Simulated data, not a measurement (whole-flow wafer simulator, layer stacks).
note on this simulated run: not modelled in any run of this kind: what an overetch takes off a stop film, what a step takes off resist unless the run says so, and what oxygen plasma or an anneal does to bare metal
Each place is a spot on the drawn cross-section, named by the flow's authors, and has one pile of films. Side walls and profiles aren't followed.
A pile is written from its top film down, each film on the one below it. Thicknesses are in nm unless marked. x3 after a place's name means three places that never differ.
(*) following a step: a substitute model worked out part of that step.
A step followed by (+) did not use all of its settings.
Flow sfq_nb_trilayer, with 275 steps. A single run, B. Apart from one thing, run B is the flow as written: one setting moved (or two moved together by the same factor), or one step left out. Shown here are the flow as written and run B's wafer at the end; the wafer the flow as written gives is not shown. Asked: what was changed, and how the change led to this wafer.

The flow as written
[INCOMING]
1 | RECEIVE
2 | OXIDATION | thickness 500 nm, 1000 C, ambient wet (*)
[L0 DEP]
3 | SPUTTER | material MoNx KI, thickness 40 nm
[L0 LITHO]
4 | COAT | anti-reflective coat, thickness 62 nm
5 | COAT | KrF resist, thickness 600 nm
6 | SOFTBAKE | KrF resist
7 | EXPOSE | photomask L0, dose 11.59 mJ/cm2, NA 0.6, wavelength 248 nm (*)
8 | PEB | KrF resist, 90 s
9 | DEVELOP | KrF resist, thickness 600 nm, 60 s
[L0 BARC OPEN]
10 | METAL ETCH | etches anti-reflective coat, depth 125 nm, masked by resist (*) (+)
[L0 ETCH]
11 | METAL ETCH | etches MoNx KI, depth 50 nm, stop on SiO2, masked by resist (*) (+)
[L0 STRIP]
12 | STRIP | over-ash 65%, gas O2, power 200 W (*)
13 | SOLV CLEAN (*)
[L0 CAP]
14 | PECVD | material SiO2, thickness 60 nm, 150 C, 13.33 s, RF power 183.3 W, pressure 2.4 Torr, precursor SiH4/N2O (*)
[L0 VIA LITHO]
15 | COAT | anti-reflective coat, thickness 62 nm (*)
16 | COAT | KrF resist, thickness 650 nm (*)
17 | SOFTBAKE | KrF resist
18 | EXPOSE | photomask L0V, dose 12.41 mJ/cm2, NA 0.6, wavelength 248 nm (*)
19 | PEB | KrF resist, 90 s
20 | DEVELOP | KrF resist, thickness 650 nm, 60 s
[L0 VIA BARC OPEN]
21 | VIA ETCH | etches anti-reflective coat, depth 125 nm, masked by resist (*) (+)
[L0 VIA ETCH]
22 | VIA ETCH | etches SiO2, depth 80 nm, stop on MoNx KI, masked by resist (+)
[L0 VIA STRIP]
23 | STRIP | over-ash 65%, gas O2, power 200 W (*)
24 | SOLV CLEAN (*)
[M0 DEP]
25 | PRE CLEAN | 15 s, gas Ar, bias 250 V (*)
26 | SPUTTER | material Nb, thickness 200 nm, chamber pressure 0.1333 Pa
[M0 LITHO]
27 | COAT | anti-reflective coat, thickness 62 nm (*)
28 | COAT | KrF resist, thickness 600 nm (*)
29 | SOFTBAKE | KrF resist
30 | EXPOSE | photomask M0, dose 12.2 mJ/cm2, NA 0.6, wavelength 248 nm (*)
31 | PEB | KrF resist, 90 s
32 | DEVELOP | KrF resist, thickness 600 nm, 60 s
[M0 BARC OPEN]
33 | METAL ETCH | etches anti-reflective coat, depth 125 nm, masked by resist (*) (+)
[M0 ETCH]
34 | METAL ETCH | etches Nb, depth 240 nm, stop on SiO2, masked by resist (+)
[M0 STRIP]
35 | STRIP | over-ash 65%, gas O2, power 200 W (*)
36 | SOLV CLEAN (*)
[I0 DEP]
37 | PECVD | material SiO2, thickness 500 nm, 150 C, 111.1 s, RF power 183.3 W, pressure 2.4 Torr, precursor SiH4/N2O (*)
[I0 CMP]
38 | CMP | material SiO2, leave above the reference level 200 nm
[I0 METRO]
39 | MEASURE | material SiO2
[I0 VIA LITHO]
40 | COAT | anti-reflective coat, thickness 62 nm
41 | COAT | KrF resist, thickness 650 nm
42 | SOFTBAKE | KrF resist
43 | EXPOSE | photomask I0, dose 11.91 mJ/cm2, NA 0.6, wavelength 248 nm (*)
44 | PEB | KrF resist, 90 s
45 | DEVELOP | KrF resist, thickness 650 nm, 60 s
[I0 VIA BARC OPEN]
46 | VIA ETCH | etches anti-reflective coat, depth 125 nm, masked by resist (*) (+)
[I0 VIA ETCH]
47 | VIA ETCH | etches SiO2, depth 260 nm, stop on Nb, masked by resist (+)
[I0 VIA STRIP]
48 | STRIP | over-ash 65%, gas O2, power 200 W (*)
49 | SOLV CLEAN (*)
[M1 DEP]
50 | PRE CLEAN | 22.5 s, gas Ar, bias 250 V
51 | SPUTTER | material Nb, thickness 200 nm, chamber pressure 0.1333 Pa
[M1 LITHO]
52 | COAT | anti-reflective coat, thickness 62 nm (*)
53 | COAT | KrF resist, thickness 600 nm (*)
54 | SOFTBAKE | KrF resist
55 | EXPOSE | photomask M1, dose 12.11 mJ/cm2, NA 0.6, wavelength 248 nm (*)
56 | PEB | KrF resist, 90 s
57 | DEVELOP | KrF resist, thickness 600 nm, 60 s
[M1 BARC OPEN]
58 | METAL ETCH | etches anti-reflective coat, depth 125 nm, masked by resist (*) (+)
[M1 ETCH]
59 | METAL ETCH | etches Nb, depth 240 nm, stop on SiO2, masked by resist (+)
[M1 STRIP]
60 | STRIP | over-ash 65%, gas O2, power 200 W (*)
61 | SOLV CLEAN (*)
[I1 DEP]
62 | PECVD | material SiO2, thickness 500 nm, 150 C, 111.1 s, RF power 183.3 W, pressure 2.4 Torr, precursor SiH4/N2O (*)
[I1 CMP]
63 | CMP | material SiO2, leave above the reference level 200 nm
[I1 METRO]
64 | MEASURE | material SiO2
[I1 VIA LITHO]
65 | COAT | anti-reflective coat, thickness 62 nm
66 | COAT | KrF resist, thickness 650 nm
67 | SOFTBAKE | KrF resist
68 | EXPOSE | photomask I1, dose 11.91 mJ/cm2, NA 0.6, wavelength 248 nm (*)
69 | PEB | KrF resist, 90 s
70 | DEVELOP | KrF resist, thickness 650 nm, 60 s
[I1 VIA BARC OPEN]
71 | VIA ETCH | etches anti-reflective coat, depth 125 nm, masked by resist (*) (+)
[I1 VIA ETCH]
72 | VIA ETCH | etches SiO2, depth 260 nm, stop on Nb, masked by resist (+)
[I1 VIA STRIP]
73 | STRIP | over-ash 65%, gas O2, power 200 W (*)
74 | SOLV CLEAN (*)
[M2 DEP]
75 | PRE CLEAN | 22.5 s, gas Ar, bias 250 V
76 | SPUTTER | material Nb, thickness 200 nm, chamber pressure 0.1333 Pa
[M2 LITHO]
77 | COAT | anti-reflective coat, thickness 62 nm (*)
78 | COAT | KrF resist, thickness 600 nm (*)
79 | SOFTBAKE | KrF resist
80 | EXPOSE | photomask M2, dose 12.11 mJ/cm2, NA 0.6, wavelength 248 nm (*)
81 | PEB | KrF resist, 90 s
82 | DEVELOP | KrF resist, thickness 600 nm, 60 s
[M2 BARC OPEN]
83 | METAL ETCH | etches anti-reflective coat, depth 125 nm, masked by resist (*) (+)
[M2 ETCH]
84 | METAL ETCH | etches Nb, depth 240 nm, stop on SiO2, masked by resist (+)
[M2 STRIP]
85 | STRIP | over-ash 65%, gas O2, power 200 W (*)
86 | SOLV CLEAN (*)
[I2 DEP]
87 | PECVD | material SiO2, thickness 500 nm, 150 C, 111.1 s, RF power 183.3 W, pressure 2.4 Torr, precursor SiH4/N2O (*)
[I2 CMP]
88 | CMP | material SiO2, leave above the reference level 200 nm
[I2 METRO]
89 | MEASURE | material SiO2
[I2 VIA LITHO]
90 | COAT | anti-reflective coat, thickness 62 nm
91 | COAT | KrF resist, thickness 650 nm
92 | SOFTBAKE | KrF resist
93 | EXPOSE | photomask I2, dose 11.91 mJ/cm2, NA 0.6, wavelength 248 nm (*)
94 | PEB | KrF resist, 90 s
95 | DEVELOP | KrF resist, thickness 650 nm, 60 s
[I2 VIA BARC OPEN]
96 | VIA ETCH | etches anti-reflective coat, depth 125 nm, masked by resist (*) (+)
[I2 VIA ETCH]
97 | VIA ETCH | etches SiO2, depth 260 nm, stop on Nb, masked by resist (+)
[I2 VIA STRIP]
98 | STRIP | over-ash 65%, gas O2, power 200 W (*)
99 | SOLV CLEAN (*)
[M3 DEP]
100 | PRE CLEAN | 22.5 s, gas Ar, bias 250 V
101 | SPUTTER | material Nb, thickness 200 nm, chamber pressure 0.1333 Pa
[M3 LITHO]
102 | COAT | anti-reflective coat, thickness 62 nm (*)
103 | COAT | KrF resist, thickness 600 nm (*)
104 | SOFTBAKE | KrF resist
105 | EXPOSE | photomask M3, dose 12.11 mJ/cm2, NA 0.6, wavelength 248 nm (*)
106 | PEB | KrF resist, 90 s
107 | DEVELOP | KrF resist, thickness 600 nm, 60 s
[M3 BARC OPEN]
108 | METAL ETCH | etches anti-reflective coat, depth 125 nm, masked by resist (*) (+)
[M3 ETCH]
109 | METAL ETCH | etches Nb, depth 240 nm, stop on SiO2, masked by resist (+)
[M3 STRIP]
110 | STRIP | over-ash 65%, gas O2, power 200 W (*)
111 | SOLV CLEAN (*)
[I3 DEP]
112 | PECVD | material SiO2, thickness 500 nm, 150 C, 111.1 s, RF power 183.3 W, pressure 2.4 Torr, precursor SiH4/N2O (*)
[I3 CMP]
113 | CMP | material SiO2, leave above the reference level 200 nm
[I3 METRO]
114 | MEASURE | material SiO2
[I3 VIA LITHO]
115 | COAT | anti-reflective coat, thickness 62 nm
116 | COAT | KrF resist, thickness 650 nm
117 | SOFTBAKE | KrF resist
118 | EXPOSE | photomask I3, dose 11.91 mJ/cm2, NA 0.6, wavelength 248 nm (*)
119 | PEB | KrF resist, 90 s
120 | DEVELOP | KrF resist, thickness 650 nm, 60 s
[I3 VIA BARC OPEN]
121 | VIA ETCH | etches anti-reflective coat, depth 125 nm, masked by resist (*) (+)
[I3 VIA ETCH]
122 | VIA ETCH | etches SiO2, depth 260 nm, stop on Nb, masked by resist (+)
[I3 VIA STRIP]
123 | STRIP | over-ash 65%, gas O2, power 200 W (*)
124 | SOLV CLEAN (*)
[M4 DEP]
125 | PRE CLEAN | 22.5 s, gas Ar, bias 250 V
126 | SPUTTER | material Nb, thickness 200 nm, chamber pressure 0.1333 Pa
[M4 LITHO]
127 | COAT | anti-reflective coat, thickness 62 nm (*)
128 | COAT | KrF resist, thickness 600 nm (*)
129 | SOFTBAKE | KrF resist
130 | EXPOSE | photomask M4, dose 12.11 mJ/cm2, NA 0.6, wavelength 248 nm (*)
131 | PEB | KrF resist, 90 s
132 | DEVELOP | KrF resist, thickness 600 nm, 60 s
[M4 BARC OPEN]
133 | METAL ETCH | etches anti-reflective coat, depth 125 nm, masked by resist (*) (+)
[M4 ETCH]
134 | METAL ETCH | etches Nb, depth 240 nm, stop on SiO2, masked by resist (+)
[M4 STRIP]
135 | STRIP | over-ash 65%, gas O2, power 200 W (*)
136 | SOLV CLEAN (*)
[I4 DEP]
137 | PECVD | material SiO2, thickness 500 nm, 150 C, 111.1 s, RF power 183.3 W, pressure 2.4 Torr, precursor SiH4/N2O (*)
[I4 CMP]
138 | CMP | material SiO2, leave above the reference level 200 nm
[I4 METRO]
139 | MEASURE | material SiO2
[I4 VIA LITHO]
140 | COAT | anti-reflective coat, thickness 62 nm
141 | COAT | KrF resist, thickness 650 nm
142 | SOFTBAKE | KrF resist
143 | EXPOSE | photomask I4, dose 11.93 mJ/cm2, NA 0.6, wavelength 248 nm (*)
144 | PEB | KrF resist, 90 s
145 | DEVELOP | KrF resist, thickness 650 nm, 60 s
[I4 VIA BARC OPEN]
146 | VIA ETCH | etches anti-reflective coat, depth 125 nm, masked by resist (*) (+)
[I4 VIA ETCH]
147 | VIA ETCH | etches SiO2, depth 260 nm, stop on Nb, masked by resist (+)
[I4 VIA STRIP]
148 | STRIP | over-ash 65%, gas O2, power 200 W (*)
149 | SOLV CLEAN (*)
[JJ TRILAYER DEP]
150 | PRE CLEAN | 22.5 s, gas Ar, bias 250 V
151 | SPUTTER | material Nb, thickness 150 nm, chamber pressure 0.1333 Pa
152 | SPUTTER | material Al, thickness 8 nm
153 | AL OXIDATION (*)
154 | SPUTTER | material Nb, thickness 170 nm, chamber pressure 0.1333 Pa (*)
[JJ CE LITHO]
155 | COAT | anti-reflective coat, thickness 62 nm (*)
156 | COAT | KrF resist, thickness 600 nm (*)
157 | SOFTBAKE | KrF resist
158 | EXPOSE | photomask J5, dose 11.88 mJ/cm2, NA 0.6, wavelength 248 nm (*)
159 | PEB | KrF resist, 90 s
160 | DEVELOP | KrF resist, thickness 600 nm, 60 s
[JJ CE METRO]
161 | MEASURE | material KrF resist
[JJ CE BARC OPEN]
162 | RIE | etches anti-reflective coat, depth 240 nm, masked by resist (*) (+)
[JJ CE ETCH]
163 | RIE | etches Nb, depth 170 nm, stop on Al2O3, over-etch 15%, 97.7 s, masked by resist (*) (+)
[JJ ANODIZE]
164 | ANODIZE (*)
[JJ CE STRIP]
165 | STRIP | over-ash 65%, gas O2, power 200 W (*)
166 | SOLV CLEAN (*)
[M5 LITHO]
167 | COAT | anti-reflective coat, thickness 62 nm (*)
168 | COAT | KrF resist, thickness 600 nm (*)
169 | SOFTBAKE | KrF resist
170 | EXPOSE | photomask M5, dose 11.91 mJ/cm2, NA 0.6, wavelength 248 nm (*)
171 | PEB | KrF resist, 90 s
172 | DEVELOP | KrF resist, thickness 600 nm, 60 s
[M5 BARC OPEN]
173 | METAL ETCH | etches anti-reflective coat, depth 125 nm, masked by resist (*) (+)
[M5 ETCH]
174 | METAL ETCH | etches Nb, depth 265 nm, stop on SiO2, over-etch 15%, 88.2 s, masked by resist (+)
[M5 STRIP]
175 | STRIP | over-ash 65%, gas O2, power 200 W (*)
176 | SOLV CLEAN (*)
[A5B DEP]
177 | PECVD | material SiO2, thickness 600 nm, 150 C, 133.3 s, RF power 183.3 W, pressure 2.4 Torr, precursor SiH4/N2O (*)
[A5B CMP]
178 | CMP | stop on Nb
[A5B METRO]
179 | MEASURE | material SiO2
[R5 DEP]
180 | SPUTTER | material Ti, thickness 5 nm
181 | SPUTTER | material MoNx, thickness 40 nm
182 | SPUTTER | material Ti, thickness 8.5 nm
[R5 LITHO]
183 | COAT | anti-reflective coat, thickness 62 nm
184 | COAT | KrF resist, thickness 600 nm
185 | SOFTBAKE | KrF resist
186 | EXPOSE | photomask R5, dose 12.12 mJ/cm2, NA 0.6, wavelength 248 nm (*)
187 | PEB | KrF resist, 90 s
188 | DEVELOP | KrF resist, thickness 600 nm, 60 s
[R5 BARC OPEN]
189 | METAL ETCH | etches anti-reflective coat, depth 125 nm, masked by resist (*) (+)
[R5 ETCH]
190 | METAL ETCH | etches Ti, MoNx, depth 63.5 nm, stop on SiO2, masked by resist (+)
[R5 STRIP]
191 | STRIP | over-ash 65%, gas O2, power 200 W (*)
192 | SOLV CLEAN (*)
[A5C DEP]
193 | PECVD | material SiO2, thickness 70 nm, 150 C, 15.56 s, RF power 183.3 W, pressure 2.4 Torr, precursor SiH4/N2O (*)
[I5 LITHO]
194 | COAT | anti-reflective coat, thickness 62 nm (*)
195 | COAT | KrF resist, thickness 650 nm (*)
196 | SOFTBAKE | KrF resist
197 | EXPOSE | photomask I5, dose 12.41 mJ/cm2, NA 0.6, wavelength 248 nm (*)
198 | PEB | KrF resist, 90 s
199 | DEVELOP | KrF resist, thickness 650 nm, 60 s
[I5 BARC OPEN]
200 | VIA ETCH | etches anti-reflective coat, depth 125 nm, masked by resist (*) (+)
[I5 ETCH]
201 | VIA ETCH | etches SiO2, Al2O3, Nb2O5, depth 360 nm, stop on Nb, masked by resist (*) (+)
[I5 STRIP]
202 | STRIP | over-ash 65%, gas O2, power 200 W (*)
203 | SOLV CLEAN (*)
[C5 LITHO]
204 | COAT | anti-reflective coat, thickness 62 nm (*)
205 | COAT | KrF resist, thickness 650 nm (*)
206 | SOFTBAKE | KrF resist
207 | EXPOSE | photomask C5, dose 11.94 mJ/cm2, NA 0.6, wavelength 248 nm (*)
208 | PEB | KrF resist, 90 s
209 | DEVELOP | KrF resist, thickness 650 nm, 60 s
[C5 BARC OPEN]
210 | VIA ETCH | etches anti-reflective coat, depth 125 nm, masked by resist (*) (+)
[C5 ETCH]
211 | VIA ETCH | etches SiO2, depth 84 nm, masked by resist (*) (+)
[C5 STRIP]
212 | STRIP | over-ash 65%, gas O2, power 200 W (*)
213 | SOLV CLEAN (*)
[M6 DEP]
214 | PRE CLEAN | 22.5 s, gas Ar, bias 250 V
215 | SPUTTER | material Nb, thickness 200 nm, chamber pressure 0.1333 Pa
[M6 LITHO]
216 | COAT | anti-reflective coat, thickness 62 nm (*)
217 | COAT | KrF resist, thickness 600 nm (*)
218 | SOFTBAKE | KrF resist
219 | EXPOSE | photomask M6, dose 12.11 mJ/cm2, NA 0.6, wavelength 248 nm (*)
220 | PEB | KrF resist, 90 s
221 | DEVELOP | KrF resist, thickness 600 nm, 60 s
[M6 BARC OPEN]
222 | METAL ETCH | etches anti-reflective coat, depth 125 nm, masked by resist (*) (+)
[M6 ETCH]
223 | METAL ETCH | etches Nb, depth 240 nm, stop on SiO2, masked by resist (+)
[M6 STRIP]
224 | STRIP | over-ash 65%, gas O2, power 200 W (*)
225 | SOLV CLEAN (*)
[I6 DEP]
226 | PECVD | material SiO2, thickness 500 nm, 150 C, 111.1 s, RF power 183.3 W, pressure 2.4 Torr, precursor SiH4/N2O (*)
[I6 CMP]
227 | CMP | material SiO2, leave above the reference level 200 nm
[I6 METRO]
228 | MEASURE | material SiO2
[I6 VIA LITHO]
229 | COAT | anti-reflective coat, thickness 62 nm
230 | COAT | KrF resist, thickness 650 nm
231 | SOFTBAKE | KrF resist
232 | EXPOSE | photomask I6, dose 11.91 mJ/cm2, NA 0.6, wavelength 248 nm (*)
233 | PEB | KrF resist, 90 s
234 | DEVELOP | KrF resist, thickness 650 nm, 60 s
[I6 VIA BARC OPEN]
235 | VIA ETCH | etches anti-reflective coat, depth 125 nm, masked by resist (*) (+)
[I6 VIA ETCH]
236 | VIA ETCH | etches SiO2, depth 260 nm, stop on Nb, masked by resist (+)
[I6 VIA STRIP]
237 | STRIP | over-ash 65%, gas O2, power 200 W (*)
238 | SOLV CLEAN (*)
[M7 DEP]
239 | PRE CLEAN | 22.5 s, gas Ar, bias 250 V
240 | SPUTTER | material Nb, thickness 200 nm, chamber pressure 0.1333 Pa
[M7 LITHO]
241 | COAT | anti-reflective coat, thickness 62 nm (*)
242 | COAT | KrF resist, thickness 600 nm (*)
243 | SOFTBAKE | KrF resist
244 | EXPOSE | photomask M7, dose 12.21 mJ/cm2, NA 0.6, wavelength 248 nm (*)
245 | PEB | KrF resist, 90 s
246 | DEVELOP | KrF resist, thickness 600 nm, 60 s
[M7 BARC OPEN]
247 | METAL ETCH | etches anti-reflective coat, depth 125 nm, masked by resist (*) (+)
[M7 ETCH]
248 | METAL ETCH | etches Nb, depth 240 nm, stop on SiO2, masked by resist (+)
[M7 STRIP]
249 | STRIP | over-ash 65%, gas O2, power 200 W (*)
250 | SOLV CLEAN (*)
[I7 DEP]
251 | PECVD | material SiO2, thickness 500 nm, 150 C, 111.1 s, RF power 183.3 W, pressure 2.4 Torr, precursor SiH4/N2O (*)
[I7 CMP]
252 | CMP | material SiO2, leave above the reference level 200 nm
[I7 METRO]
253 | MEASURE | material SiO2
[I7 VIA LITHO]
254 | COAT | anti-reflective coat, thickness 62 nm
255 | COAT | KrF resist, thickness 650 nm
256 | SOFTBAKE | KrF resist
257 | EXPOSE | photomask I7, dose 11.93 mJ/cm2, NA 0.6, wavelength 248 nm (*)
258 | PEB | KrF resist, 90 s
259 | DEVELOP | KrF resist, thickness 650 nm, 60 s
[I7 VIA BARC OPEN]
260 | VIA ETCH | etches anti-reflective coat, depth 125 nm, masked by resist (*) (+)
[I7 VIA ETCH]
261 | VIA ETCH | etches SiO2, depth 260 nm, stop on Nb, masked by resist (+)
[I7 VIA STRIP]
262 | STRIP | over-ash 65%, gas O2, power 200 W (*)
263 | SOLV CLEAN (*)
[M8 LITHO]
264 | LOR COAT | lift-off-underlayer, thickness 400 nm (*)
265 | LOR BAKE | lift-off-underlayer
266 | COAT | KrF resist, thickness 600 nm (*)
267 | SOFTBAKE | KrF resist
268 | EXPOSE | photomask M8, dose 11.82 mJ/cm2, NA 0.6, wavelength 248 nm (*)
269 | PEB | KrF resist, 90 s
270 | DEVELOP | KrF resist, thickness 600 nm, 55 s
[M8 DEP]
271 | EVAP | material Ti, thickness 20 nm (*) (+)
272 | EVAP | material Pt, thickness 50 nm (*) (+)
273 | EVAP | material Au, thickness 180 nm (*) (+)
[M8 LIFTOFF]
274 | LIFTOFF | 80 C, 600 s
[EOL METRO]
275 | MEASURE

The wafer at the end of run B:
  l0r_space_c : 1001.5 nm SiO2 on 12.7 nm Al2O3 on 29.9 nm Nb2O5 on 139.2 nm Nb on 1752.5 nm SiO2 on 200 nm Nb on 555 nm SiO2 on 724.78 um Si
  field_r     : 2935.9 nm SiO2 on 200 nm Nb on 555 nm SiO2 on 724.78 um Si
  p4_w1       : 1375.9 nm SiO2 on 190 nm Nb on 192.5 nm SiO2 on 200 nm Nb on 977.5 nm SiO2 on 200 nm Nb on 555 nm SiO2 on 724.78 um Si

Cause: step 126, SPUTTER: thickness 190 nm was run, while the flow as written has thickness 200 nm.
The wafer itself shows it: p4_w1 has Nb 190, and step 126 as written asks for 200 nm.

The path from the change to this, step by step:
  126 | SPUTTER | material Nb, thickness 200 nm, chamber pressure 0.1333 Pa
      field_l, v_sur, via_wl and 102 more: Nb gains 190 (new film) (as written it would have been: Nb gains 200 (new film))
      via_v: Nb gains 157.2 (as written it would have been: Nb gains 165.5)
  134 | METAL ETCH | etches Nb, depth 240 nm, stop on SiO2, masked by resist (+)
      field_l, be, be_sur and 64 more: Nb loses 190 (all of it) (as written it would have been: Nb loses 200 (all of it))
  138 | CMP | material SiO2, leave above the reference level 200 nm
      field_l, be, be_sur and 55 more: SiO2 loses 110 (as written it would have been: SiO2 loses 100)
      lsp_r, l0_sur, l0v: SiO2 loses 102.3 (as written it would have been: SiO2 loses 91.9)
